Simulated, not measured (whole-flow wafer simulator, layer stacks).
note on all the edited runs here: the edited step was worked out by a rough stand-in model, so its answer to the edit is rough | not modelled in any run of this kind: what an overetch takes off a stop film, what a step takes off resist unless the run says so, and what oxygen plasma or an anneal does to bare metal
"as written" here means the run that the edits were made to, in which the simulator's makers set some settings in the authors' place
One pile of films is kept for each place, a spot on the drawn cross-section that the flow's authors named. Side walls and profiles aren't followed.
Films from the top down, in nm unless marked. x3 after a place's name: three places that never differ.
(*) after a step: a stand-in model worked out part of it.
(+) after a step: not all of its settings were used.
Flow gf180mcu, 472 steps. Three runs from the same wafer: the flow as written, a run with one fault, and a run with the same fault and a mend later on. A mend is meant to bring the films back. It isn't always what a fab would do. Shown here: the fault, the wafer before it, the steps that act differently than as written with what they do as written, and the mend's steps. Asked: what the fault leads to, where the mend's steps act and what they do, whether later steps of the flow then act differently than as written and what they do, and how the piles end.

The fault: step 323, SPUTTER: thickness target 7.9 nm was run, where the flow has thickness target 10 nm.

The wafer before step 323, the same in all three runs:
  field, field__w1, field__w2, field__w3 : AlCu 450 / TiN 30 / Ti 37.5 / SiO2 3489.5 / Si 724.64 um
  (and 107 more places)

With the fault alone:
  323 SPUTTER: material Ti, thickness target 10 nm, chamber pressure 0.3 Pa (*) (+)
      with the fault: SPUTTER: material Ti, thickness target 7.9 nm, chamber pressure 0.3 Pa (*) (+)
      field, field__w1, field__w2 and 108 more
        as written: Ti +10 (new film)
        with the fault: Ti +7.9 (new film)
  Later steps of the flow that act differently than as written (4 more steps differ only slightly, by at most 2% or 0.5 nm, whichever is larger, and aren't shown):
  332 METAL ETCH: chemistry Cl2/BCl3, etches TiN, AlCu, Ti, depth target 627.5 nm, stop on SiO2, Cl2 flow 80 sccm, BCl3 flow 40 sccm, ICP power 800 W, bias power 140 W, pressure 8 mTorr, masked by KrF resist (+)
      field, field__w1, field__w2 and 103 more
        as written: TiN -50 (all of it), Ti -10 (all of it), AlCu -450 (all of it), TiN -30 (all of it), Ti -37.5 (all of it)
        with the fault: TiN -50 (all of it), Ti -7.9 (all of it), AlCu -450 (all of it), TiN -30 (all of it), Ti -37.5 (all of it)
  At the end the piles differ from the flow's by more than 2% or 0.5 nm, whichever is larger, at field__w8, contact, m1, m1__w1, m1_nw.
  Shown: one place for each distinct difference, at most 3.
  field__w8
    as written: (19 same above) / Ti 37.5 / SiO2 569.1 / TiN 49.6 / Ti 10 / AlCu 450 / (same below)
    with the fault: (19 same above) / Ti 37.5 / SiO2 571.2 / TiN 49.6 / Ti 7.9 / AlCu 450 / (same below)
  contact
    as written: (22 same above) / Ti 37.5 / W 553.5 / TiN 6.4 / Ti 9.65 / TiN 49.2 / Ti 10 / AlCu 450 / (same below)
    with the fault: (22 same above) / Ti 37.5 / W 555.6 / TiN 6.4 / Ti 9.64 / TiN 49.2 / Ti 7.9 / AlCu 450 / (same below)

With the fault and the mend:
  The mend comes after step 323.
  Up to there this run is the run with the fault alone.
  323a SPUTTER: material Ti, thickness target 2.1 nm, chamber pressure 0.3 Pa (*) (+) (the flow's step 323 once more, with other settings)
      field, field__w1, field__w2 and 108 more
        Ti +2.1
  No later step of the flow acts differently than as written at any place that is followed.
  At the end the piles are the same as the flow's at every place that both follow.
